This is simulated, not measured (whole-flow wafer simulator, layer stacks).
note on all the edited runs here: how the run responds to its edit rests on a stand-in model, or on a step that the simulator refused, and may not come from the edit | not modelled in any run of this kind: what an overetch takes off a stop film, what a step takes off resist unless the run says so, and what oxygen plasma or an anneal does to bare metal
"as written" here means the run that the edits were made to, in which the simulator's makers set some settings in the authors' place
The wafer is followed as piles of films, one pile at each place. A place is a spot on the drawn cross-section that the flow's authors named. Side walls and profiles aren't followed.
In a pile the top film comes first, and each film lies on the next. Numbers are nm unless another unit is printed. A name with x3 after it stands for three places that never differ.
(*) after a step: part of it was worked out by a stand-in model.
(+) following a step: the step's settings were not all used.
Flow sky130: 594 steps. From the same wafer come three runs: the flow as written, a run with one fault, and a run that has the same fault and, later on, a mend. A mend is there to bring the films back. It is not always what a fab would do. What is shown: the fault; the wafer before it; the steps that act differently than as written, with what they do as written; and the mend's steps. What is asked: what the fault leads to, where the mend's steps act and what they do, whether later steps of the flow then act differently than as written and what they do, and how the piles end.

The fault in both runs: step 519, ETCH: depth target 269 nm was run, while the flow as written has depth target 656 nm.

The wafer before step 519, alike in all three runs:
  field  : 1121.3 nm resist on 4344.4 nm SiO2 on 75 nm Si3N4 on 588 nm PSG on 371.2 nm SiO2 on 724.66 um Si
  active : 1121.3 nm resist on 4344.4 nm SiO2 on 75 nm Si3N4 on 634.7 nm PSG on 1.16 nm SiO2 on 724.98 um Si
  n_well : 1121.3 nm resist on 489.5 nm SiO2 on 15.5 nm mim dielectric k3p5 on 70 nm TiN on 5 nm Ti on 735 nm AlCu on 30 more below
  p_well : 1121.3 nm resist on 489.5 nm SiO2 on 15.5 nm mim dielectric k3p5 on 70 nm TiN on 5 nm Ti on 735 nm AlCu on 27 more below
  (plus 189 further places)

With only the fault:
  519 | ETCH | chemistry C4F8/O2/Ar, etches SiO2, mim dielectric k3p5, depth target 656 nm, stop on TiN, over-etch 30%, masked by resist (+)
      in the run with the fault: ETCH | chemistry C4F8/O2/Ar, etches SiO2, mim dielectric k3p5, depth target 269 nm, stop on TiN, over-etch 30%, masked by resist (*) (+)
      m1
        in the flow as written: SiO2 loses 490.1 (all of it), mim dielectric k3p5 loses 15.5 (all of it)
        in the run with the fault: SiO2 loses 269
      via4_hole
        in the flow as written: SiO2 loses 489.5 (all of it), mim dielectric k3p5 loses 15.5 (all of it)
        in the run with the fault: SiO2 loses 269
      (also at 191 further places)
  Steps later in the flow that act otherwise than as written (1 more step, not shown, differs only slightly: by at most 2% or 0.5 nm, whichever is larger):
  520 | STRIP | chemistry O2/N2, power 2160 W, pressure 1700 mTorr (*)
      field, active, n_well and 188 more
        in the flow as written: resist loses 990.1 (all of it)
        in the run with the fault: resist loses 1067.5 (all of it)
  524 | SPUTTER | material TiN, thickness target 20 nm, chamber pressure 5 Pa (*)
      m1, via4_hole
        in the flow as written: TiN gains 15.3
        in the run with the fault: TiN gains 17.1 (new film)
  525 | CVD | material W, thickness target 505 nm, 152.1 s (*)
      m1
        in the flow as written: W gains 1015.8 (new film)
        in the run with the fault: W gains 580.2 (new film)
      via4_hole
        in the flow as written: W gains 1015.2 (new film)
        in the run with the fault: W gains 581.9 (new film)
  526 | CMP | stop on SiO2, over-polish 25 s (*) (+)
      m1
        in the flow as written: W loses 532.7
        in the run with the fault: W loses 335.9
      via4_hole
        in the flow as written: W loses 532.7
        in the run with the fault: W loses 337.7
  By the end, the piles at m1, via4_hole depart from the flow's by more than 2% or 0.5 nm, whichever is larger.
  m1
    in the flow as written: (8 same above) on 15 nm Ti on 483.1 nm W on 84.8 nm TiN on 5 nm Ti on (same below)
    in the run with the fault: (8 same above) on 15 nm Ti on 244.2 nm W on 17.1 nm TiN on 221.1 nm SiO2 on 15.5 nm mim dielectric k3p5 on 70 nm TiN on 5 nm Ti on (same below)
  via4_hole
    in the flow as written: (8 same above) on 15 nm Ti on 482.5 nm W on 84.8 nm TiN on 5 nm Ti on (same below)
    in the run with the fault: (8 same above) on 15 nm Ti on 244.2 nm W on 17.1 nm TiN on 220.5 nm SiO2 on 15.5 nm mim dielectric k3p5 on 70 nm TiN on 5 nm Ti on (same below)

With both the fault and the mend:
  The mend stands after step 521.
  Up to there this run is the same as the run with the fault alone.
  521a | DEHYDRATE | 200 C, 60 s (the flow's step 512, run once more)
      leaves every film unchanged at each place that is followed
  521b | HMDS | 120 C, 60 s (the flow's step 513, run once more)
      leaves every film unchanged at each place that is followed
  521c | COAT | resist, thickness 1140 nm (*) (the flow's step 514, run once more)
      gate_hv, mim, dice_street and 116 more
        resist gains 1140 (new film)
      n_well, p_well, sd_n and 8 more
        resist gains 1139.6 (new film)
      gate_p_sd, active_p, gate_p_hvt_sd and 7 more
        resist gains 1139.8 (new film)
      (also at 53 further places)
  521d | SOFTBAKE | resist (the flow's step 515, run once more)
      via2_enc, via3_hole
        resist loses 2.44
      active
        resist gains 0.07
      gate
        resist gains 0.1
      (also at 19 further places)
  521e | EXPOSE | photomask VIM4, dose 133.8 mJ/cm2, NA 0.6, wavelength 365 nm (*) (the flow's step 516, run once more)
      leaves every film unchanged at each place that is followed
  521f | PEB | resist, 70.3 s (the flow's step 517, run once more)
      field, active, n_well and 173 more
        resist loses 18.7
      pplus_nw, pwell_dnw, poly_endcap, via1_hole, via1_enc, via2_hole, via2_enc, via3_hole
        resist loses 18.6
      sonos_cell, nwell_res, iso_guard, via3_enc, via4_enc, sonos_guard, sonos_guard_hv
        resist loses 18.5
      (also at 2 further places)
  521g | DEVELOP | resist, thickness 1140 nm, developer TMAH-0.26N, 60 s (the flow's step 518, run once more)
      gate, pplus_nw, dnw_fox and 7 more
        resist loses 0.02
      m1
        resist loses 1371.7 (all of it)
      via4_hole
        resist loses 1371.4 (all of it)
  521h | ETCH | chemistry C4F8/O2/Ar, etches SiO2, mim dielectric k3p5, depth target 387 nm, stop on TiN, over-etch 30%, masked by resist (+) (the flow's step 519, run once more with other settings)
      field, active, n_well and 188 more
        resist loses 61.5
      m1
        SiO2 loses 221.1 (all of it), mim dielectric k3p5 loses 15.5 (all of it)
      via4_hole
        SiO2 loses 220.5 (all of it), mim dielectric k3p5 loses 15.5 (all of it)
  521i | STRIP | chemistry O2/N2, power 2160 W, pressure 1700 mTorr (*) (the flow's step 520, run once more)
      gate_hv, mim, dice_street and 116 more
        resist loses 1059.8 (all of it)
      n_well, p_well, sd_n and 7 more
        resist loses 1059.4 (all of it)
      gate_lg10, gate_lvt_sd, active_lvt, gate_p_sd, active_p, gate_p_hvt_sd, active_p_hvt, field_nw
        resist loses 1059.5 (all of it)
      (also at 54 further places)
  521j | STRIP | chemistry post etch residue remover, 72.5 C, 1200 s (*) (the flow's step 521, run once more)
      m1, via4_hole
        TiN loses 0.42
  Later steps of the flow that are run all act as written at every place that is followed.
  The piles end the same as the flow's at every place that both follow.
